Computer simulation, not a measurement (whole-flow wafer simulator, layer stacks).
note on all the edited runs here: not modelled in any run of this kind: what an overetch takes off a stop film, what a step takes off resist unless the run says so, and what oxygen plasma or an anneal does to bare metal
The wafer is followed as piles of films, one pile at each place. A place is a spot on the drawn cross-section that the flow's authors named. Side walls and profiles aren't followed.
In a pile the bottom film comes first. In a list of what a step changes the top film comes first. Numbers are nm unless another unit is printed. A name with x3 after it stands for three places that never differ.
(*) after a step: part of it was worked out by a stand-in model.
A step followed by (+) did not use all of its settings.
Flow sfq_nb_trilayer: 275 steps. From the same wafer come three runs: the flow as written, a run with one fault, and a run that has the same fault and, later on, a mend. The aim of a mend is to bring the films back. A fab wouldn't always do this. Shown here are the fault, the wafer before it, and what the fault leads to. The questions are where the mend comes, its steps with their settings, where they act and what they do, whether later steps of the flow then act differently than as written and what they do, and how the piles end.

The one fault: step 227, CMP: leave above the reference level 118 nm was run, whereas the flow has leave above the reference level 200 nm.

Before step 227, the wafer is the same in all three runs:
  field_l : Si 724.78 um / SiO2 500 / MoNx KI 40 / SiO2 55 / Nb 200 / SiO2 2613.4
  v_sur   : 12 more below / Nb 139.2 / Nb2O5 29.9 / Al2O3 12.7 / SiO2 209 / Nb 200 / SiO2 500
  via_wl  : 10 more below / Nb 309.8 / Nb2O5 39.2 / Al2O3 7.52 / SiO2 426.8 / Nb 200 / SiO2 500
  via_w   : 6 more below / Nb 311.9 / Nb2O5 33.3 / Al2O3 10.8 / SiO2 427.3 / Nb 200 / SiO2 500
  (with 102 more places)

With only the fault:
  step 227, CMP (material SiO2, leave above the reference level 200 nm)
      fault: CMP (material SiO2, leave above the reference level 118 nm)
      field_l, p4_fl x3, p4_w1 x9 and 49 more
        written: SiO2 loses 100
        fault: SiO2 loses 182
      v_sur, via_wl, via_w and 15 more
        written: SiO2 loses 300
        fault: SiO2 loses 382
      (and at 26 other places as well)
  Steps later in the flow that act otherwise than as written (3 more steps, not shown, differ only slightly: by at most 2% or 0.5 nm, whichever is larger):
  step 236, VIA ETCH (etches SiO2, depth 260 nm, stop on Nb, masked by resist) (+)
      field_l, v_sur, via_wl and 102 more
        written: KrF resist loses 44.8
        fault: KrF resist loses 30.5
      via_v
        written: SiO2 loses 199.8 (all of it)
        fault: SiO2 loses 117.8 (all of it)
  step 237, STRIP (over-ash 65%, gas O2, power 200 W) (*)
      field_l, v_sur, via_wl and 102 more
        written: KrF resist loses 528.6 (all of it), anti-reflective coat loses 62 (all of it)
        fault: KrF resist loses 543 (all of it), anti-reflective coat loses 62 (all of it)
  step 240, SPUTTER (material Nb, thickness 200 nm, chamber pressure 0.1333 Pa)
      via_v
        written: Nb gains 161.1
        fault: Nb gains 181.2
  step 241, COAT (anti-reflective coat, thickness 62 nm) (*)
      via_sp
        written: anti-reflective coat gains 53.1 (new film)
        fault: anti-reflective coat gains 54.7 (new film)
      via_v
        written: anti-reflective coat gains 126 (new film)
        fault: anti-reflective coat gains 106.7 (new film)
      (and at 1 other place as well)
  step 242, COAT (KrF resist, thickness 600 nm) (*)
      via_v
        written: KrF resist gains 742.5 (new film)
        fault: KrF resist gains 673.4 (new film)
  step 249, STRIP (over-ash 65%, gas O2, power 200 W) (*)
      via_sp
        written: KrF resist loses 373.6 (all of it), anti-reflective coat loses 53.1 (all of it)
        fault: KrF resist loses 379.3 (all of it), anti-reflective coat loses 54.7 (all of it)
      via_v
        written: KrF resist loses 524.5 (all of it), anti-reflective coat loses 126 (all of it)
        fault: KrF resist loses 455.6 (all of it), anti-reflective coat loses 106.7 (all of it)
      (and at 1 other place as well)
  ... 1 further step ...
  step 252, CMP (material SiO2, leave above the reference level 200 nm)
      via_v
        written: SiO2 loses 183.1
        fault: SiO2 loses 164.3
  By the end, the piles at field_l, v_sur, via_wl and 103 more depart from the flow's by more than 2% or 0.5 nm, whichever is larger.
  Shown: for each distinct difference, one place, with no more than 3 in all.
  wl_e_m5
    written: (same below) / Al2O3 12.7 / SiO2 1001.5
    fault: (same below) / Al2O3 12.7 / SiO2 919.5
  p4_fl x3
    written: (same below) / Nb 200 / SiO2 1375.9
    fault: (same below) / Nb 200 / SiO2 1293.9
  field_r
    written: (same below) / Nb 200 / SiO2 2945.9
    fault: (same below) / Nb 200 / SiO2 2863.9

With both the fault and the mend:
  The mend stands after step 228.
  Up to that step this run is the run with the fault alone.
  step 228a, PECVD (material SiO2, thickness 82 nm, 150 C, 18.22 s, RF power 183.3 W, pressure 2.4 Torr, precursor SiH4/N2O) (the flow's step 226, run once more with other settings)
      field_l, v_sur, via_wl and 103 more
        SiO2 gains 82
  Later steps of the flow that are run all act as written at every place that is followed, up to a difference of at most 2% or 0.5 nm, whichever is larger.
  At every place that both follow, the piles at the end match the flow's.
